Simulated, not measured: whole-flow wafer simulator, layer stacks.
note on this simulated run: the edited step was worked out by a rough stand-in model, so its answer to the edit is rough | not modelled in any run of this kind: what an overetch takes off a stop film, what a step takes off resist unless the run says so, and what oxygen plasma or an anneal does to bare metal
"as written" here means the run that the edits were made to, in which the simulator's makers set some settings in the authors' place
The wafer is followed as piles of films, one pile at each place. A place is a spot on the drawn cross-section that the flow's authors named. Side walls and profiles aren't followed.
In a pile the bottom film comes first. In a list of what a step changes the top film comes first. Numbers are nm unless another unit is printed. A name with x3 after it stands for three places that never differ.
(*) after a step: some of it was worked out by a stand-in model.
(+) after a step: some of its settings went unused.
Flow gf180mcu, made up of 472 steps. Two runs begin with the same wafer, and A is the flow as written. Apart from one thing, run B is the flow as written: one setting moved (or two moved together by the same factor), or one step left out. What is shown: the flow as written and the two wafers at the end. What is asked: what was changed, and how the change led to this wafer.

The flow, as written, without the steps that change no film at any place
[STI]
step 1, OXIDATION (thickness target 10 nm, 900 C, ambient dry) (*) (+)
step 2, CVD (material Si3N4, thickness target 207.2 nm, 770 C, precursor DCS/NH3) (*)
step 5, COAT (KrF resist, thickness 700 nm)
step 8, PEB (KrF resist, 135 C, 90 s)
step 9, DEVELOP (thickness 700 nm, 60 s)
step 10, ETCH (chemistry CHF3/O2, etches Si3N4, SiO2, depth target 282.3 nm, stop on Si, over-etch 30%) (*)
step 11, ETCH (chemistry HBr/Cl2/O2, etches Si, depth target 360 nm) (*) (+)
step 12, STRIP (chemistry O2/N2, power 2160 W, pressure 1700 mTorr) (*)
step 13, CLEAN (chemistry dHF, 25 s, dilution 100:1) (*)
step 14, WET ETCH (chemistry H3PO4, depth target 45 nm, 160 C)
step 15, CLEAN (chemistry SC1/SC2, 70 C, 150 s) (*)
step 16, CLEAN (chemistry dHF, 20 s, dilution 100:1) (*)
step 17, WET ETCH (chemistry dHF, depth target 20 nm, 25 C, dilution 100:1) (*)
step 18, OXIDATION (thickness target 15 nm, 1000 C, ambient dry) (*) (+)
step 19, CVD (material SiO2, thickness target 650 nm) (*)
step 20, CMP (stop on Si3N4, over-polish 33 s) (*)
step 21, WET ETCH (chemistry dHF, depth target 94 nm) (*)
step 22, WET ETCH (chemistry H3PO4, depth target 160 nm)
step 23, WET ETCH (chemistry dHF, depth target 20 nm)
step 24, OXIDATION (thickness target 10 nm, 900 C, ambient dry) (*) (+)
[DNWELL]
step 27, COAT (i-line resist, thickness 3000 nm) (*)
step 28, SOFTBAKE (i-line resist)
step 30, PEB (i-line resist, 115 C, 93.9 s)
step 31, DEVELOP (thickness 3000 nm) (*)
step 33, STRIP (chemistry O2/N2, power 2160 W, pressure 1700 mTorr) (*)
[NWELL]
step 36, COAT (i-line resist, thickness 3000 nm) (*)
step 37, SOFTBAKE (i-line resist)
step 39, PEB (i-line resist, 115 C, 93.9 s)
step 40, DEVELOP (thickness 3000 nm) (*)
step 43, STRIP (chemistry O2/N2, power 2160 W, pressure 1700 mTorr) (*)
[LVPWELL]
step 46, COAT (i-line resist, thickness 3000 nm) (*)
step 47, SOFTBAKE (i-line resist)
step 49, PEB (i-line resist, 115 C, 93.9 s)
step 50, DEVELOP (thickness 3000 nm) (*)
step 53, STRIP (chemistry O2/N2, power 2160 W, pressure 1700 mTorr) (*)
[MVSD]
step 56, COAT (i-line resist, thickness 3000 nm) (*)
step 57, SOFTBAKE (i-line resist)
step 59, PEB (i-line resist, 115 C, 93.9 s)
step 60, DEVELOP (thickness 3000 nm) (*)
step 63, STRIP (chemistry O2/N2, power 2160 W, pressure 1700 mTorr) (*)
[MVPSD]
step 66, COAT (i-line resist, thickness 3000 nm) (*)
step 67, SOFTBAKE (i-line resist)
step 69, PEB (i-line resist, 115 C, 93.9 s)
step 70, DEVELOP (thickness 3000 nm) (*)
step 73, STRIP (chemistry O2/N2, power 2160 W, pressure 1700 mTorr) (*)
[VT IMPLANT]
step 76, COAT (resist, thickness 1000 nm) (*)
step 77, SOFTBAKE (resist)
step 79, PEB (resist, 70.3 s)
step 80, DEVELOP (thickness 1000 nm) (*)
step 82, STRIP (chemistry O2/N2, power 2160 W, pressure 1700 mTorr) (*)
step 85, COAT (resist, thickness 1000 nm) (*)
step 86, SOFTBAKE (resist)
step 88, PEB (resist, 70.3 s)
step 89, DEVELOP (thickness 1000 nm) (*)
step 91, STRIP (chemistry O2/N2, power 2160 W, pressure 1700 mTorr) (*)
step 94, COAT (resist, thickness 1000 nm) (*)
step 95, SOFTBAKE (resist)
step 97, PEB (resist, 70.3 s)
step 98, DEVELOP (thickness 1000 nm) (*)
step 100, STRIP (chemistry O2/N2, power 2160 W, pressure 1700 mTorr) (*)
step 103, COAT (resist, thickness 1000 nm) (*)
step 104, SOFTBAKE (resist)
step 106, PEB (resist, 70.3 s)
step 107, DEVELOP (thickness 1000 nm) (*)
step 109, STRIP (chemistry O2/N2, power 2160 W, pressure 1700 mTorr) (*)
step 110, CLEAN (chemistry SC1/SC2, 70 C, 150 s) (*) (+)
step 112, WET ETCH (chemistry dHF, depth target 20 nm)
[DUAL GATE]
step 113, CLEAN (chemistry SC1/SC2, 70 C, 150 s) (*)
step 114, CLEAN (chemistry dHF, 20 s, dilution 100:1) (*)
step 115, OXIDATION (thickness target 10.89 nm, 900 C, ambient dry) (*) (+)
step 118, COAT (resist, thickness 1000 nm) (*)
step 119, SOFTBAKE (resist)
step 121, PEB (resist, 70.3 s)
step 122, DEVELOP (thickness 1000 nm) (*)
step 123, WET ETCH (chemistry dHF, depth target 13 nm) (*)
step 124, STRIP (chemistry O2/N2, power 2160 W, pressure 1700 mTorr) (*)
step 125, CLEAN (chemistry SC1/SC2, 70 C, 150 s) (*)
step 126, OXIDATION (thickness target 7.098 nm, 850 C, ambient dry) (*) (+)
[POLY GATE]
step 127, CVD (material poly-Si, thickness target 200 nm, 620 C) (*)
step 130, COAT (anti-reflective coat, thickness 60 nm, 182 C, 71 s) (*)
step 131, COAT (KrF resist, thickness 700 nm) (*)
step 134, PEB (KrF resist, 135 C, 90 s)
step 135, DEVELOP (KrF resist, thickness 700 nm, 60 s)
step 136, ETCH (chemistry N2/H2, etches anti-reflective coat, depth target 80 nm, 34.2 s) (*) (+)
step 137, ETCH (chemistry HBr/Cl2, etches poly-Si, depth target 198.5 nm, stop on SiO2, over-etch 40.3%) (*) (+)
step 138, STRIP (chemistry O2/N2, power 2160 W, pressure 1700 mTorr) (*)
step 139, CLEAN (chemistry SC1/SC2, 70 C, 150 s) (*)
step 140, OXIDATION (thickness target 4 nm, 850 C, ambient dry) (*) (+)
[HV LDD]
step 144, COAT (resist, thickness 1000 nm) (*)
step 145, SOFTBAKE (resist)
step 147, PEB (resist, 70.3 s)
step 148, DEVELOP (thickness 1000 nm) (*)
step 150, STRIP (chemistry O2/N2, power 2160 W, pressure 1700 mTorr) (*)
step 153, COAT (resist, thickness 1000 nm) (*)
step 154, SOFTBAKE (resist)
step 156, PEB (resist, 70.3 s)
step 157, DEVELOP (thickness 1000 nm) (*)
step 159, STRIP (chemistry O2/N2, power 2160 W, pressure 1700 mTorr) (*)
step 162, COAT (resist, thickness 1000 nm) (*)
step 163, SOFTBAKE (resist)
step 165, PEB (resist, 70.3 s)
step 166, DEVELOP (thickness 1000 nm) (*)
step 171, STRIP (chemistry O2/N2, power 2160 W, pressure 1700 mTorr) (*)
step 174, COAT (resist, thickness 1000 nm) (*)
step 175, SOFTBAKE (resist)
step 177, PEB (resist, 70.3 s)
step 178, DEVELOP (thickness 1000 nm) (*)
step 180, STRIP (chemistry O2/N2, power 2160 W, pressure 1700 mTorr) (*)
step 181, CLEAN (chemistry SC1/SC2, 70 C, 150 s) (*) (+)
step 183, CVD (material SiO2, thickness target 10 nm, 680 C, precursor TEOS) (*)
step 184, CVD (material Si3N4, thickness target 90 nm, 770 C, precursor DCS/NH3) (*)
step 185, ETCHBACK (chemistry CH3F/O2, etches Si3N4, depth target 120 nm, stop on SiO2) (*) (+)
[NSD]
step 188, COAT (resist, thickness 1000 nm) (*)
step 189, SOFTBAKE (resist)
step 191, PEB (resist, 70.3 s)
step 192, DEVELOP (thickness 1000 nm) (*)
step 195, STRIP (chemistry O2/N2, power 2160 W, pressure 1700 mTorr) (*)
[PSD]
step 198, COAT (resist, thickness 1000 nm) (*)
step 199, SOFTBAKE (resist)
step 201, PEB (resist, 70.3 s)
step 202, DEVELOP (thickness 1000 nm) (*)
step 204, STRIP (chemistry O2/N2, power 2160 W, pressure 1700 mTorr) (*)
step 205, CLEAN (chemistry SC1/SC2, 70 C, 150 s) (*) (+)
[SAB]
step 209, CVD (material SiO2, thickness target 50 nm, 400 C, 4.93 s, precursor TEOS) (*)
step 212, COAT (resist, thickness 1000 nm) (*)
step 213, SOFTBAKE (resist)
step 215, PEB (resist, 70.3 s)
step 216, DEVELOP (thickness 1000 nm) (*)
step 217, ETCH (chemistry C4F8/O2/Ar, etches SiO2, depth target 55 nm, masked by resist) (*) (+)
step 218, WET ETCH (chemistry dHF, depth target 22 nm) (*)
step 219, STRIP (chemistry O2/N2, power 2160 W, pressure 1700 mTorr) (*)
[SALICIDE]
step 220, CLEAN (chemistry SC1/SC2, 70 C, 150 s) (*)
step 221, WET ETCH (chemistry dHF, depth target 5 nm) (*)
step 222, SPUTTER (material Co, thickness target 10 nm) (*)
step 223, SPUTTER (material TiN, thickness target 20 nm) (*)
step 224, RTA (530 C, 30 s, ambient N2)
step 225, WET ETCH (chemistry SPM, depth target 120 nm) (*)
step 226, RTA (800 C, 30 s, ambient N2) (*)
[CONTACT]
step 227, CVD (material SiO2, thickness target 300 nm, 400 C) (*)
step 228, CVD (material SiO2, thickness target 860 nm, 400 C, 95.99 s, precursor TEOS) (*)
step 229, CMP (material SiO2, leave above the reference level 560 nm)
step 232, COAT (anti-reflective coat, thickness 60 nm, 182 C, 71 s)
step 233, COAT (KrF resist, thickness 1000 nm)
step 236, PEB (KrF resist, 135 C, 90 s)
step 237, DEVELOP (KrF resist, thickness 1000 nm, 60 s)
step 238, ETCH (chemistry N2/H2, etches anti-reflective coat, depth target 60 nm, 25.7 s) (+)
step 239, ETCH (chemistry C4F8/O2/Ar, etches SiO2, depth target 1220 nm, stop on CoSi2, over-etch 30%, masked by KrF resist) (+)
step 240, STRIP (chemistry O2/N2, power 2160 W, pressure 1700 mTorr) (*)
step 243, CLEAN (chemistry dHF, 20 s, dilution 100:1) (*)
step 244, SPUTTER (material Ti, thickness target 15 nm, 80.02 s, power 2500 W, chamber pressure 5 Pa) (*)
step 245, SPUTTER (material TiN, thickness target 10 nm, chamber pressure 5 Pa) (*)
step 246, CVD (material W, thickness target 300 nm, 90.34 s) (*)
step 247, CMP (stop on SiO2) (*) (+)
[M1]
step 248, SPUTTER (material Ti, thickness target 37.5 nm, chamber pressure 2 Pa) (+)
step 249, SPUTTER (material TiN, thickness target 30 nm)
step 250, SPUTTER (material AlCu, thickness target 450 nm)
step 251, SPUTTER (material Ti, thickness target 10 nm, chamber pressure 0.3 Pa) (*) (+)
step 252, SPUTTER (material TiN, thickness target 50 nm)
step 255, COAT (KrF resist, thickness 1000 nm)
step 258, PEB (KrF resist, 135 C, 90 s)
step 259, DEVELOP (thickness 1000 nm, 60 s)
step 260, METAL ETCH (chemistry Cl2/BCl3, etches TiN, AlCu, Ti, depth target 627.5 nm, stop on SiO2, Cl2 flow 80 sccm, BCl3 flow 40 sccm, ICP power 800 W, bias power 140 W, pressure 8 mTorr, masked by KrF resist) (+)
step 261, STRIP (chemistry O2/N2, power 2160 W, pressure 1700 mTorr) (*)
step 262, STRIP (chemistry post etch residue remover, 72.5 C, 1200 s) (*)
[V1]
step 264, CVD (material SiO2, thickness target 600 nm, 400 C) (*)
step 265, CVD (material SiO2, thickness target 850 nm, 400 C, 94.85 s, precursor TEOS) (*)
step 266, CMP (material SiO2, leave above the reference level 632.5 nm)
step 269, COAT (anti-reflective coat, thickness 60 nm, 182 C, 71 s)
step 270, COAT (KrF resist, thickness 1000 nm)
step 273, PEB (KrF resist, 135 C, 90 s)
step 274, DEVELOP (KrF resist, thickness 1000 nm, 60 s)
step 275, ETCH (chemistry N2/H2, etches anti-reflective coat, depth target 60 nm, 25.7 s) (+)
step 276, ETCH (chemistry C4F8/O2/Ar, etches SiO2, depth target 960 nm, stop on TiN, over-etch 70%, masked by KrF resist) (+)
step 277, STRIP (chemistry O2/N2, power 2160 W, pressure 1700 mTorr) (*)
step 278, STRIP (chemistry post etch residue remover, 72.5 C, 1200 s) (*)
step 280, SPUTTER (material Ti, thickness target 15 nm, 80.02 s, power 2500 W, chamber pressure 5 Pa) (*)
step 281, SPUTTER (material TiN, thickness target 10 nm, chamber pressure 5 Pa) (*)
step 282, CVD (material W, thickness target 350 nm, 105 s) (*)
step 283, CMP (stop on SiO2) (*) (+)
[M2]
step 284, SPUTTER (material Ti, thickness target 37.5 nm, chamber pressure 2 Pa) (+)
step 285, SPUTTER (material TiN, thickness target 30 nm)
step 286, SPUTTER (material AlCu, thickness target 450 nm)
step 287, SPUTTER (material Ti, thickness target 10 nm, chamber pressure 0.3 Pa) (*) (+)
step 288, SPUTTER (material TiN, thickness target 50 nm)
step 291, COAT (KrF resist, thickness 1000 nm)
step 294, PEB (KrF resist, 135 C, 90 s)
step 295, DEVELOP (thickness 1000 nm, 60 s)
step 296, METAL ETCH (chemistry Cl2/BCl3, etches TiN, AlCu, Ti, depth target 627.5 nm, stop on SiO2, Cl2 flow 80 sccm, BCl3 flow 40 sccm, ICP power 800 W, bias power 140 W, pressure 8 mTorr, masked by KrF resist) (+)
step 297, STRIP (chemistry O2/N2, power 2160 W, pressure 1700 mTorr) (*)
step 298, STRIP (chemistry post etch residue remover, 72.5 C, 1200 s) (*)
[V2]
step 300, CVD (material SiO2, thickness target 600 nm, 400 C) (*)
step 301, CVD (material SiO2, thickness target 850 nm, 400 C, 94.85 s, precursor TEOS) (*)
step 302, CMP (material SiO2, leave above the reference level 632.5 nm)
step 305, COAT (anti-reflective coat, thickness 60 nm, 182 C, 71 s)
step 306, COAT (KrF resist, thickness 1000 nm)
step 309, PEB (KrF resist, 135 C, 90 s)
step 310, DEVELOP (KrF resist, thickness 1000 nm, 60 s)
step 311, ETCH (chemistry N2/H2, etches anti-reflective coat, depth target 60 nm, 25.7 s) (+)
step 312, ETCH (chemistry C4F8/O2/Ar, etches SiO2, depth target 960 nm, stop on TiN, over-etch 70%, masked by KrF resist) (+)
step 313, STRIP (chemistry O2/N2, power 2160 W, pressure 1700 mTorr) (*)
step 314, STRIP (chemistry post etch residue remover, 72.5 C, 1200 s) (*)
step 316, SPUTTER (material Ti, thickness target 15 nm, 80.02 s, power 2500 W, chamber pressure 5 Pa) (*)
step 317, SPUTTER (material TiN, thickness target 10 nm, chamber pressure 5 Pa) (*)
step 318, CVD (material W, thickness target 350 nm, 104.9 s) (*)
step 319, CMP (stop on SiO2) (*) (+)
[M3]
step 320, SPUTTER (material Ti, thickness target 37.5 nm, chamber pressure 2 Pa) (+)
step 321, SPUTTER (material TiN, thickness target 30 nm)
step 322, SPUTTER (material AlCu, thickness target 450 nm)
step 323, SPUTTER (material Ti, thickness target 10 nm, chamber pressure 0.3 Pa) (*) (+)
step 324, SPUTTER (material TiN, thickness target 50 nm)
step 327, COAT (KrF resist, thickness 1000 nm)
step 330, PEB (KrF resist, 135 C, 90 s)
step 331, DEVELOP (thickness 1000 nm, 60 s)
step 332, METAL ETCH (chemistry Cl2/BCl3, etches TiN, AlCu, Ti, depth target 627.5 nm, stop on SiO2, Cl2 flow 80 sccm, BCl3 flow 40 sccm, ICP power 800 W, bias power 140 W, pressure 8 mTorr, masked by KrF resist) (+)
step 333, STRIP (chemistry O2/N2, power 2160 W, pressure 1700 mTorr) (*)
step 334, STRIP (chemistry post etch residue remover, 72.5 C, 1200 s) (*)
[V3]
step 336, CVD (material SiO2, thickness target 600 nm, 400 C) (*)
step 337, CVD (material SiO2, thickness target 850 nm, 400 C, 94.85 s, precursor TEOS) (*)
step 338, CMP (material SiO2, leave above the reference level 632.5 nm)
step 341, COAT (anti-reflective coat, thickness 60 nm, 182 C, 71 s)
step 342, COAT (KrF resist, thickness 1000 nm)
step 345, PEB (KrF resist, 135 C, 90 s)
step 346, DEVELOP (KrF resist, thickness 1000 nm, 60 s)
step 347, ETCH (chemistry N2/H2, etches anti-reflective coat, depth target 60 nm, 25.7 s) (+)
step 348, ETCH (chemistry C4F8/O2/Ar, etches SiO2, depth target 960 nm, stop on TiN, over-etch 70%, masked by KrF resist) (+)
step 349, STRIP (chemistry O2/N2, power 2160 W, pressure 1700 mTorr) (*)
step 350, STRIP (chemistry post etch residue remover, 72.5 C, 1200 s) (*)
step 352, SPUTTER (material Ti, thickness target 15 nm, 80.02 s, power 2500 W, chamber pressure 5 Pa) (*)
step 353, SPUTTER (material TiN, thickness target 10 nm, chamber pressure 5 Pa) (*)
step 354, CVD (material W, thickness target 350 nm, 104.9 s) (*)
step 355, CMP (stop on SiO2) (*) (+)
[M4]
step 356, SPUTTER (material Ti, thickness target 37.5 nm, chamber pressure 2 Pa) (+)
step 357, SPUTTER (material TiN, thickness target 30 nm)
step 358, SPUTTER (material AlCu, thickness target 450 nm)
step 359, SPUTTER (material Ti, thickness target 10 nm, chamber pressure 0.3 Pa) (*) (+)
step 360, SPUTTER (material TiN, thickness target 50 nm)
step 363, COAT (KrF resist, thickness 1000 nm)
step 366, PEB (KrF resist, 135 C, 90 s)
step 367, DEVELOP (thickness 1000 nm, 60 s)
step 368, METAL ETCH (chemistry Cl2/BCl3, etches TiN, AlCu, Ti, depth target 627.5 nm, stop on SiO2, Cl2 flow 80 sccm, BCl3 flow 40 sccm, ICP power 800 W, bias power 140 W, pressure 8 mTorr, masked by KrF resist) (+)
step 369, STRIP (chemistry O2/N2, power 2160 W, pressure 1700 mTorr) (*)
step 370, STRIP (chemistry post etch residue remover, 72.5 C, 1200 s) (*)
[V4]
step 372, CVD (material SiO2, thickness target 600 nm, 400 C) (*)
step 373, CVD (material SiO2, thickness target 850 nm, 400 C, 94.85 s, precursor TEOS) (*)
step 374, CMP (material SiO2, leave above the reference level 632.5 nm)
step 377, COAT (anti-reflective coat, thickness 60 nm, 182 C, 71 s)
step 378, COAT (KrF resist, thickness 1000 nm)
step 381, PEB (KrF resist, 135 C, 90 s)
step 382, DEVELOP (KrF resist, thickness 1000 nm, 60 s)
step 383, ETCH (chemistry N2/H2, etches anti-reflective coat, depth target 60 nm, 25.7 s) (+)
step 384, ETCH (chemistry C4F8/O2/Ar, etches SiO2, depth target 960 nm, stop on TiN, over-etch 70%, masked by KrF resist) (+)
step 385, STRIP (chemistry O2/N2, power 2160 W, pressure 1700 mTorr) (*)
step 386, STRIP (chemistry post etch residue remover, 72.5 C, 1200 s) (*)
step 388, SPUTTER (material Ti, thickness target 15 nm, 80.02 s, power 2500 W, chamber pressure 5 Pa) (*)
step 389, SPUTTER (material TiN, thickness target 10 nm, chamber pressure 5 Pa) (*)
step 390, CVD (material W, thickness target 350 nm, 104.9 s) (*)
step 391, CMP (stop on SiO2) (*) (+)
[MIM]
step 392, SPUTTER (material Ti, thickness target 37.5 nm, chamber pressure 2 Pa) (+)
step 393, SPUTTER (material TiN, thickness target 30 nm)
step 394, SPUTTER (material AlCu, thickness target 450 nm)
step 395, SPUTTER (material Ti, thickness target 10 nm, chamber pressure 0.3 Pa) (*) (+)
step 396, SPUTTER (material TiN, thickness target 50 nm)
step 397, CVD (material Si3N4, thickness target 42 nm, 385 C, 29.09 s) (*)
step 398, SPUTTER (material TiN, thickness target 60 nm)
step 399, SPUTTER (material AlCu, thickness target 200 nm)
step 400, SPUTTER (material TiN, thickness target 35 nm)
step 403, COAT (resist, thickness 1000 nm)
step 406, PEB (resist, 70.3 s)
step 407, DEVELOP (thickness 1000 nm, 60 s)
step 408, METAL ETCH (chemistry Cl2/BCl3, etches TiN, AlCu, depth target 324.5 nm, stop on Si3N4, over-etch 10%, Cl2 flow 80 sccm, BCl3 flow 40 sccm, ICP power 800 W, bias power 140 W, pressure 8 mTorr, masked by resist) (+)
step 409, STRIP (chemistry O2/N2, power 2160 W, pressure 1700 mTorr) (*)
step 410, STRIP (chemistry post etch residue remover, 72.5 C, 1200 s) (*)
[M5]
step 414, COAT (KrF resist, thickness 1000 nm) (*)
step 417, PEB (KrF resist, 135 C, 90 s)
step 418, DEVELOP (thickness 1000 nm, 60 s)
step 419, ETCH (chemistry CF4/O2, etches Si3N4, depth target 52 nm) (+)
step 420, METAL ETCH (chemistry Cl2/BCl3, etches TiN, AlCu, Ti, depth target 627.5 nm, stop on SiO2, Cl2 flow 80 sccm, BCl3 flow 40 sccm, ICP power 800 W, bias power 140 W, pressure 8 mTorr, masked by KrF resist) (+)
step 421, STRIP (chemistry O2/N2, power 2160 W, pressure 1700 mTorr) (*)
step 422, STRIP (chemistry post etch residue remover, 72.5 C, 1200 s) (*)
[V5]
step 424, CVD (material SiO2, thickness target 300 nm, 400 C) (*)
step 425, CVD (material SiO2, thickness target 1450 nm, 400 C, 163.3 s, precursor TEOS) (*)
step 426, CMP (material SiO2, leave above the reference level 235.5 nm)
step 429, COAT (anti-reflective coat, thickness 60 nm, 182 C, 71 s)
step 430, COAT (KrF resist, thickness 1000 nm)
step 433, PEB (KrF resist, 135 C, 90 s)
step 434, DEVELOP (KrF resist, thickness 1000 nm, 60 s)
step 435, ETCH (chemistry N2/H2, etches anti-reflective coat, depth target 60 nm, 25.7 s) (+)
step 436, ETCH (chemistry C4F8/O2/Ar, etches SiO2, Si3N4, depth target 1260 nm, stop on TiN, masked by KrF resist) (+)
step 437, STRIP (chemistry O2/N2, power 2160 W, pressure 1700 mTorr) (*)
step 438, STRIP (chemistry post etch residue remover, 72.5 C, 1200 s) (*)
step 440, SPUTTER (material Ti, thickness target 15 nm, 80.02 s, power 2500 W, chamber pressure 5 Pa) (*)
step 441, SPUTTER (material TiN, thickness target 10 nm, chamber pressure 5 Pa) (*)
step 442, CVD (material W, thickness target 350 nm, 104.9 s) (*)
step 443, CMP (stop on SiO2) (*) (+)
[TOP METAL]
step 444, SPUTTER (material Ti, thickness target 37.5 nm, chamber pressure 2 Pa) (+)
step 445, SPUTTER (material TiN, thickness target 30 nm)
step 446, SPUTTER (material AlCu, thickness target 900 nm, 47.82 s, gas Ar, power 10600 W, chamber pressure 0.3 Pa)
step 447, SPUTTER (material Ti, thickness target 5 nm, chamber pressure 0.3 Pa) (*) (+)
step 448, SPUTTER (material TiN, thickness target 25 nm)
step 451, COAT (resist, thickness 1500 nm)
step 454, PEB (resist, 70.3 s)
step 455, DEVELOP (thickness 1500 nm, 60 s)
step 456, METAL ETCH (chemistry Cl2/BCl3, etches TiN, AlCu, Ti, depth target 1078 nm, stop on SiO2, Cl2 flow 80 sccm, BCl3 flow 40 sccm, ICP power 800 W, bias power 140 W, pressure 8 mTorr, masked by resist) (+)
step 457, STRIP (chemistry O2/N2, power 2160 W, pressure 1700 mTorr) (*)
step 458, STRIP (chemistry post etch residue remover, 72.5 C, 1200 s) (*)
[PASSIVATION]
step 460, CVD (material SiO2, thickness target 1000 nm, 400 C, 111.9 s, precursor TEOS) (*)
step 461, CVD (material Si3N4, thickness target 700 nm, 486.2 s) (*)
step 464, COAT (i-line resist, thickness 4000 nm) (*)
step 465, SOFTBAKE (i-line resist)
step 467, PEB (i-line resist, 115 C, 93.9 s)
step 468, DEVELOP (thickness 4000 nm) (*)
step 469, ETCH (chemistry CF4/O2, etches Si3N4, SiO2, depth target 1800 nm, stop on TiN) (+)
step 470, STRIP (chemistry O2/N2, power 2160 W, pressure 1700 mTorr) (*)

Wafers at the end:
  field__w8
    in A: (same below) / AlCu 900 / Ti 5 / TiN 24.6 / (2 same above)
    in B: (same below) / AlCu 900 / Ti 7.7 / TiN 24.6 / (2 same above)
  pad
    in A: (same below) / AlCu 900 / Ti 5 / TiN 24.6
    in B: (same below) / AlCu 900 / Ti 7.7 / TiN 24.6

The reason: step 447, SPUTTER: thickness target 7.7 nm was run, whereas the flow has thickness target 5 nm.
The wafer itself shows it: field__w8 has Ti 7.7, and step 447 as written asks for 5 nm.

How this came from the change, step by step:
  step 447, SPUTTER (material Ti, thickness target 5 nm, chamber pressure 0.3 Pa) (*) (+)
      field, field__w1, field__w2 and 109 more: A Ti gains 5 (new film) | B Ti gains 7.7 (new film)
  step 456, METAL ETCH (chemistry Cl2/BCl3, etches TiN, AlCu, Ti, depth target 1078 nm, stop on SiO2, Cl2 flow 80 sccm, BCl3 flow 40 sccm, ICP power 800 W, bias power 140 W, pressure 8 mTorr, masked by resist) (+)
      field, field__w1, field__w2 and 103 more: A TiN loses 25 (all of it), Ti loses 5 (all of it), AlCu loses 900 (all of it), TiN loses 30 (all of it), Ti loses 37.5 (all of it) | B TiN loses 25 (all of it), Ti loses 7.7 (all of it), AlCu loses 900 (all of it), TiN loses 30 (all of it), Ti loses 37.5 (all of it)
